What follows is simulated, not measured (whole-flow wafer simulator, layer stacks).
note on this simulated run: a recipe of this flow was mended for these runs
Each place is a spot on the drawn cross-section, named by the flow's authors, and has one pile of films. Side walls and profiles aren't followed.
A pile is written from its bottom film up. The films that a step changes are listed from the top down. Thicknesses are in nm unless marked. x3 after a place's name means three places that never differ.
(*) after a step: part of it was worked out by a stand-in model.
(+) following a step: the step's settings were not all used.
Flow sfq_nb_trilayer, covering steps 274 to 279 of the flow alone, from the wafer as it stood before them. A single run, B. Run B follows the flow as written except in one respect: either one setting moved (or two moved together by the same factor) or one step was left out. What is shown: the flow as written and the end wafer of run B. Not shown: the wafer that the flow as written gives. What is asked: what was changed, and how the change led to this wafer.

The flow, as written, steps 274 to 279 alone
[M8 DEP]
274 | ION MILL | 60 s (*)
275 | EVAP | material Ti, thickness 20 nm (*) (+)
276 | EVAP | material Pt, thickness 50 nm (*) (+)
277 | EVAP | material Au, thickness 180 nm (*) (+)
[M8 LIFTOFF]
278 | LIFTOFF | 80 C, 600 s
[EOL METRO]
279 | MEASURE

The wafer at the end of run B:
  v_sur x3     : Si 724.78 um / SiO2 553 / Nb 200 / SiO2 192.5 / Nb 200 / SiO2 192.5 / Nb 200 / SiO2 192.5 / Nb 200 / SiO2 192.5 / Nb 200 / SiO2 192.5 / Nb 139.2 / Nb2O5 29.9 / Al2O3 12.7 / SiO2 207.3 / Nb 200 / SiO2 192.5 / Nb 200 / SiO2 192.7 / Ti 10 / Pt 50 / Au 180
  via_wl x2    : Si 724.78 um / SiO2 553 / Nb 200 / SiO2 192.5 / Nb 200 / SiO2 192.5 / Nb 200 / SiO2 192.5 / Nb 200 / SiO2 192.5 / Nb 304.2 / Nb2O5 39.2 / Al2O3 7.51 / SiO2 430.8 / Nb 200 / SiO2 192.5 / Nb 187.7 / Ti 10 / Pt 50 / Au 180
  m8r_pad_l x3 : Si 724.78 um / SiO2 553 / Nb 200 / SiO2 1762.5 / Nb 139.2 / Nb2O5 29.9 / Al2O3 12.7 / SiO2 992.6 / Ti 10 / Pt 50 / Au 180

The reason: step 275, EVAP: thickness 10 nm was run, though the flow has thickness 20 nm.
The wafer itself shows it: v_sur x3 has Ti 10, and step 275 as written asks for 20 nm.

Step by step, how the change led to this:
  275 | EVAP | material Ti, thickness 20 nm (*) (+)
      field_l, v_sur x3, via_wl x2 and 100 more: Ti gains 10 (new film) (it would be, as written: Ti gains 20 (new film))
  278 | LIFTOFF | 80 C, 600 s
      p4_fl x5, p4_w1 x9, p3_s0 x11 and 49 more: Au loses 180 (all of it), Pt loses 50 (all of it), Ti loses 10 (all of it), KrF-resist-other-grade loses 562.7 (all of it), lift-off-underlayer loses 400 (all of it) (it would be, as written: Au loses 180 (all of it), Pt loses 50 (all of it), Ti loses 20 (all of it), KrF-resist-other-grade loses 562.7 (all of it), lift-off-underlayer loses 400 (all of it))
      r_sur, res, r_end: Au loses 180 (all of it), Pt loses 50 (all of it), Ti loses 10 (all of it), KrF-resist-other-grade loses 559.9 (all of it), lift-off-underlayer loses 399.5 (all of it) (it would be, as written: Au loses 180 (all of it), Pt loses 50 (all of it), Ti loses 20 (all of it), KrF-resist-other-grade loses 559.9 (all of it), lift-off-underlayer loses 399.5 (all of it))
      (and at 18 other places as well)
